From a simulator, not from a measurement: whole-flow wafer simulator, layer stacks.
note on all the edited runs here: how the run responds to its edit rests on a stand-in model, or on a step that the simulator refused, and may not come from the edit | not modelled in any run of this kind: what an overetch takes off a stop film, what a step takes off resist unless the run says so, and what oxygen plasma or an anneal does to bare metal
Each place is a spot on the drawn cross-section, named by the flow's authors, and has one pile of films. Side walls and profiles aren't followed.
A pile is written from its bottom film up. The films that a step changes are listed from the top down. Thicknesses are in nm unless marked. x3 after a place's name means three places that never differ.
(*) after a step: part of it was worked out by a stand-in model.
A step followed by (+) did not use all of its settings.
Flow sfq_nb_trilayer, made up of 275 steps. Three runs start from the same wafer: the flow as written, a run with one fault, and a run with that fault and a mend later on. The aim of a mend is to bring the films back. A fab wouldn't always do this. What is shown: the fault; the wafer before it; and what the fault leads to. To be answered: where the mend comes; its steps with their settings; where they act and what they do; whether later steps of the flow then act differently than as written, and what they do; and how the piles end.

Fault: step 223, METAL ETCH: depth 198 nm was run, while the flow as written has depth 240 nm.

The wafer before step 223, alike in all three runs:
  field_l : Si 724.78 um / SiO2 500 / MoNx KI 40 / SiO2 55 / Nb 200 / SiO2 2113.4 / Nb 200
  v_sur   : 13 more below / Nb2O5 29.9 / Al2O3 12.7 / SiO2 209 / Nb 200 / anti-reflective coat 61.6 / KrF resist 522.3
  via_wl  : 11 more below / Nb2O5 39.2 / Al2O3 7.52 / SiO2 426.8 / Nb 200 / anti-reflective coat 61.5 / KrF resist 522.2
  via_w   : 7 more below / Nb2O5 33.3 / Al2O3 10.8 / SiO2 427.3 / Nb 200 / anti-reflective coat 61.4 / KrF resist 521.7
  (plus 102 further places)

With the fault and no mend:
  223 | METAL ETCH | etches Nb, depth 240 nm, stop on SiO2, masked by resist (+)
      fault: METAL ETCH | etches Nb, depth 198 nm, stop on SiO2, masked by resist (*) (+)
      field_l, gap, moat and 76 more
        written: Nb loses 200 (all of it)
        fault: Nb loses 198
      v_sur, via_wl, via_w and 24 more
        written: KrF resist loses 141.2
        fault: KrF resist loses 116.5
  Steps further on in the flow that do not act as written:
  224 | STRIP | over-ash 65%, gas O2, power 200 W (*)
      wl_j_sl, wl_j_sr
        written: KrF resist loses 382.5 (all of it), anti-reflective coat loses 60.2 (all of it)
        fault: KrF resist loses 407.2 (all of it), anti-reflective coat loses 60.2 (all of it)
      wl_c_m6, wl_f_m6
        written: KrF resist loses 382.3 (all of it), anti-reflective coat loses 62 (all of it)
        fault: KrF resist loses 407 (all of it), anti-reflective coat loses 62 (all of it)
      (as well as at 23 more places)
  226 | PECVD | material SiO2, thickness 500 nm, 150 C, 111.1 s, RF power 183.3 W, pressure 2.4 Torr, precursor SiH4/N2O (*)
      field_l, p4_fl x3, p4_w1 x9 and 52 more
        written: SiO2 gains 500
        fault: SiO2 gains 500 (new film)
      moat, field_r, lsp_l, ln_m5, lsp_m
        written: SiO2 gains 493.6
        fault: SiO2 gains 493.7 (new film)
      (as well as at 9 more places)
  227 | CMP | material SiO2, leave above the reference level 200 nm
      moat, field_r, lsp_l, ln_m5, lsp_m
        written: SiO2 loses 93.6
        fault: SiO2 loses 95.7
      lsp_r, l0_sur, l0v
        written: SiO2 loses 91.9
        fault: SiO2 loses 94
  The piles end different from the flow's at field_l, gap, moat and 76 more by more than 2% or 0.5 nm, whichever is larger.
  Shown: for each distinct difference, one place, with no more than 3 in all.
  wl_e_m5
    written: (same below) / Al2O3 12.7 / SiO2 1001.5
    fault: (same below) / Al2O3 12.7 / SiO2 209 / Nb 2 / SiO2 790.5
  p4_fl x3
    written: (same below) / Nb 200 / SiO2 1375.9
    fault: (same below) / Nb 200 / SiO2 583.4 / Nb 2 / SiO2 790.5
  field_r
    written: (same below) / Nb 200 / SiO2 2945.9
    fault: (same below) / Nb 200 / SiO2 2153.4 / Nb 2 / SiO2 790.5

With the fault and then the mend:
  After step 223 comes the mend.
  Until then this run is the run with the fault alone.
  223a | METAL ETCH | etches Nb, depth 42 nm, stop on SiO2, masked by resist (+) (a further turn of the flow's step 223, with different settings)
      field_l, gap, moat and 76 more
        Nb loses 2 (all of it)
      v_sur, via_wl, via_w and 24 more
        KrF resist loses 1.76
  Steps further on in the flow that do not act as written:
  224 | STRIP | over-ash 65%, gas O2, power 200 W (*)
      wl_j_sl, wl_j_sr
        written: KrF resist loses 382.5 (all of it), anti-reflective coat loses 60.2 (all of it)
        mend: KrF resist loses 405.5 (all of it), anti-reflective coat loses 60.2 (all of it)
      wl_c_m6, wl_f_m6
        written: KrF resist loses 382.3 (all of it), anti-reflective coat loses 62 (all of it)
        mend: KrF resist loses 405.2 (all of it), anti-reflective coat loses 62 (all of it)
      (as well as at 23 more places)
  The piles end the same as the flow's at every place that both follow.
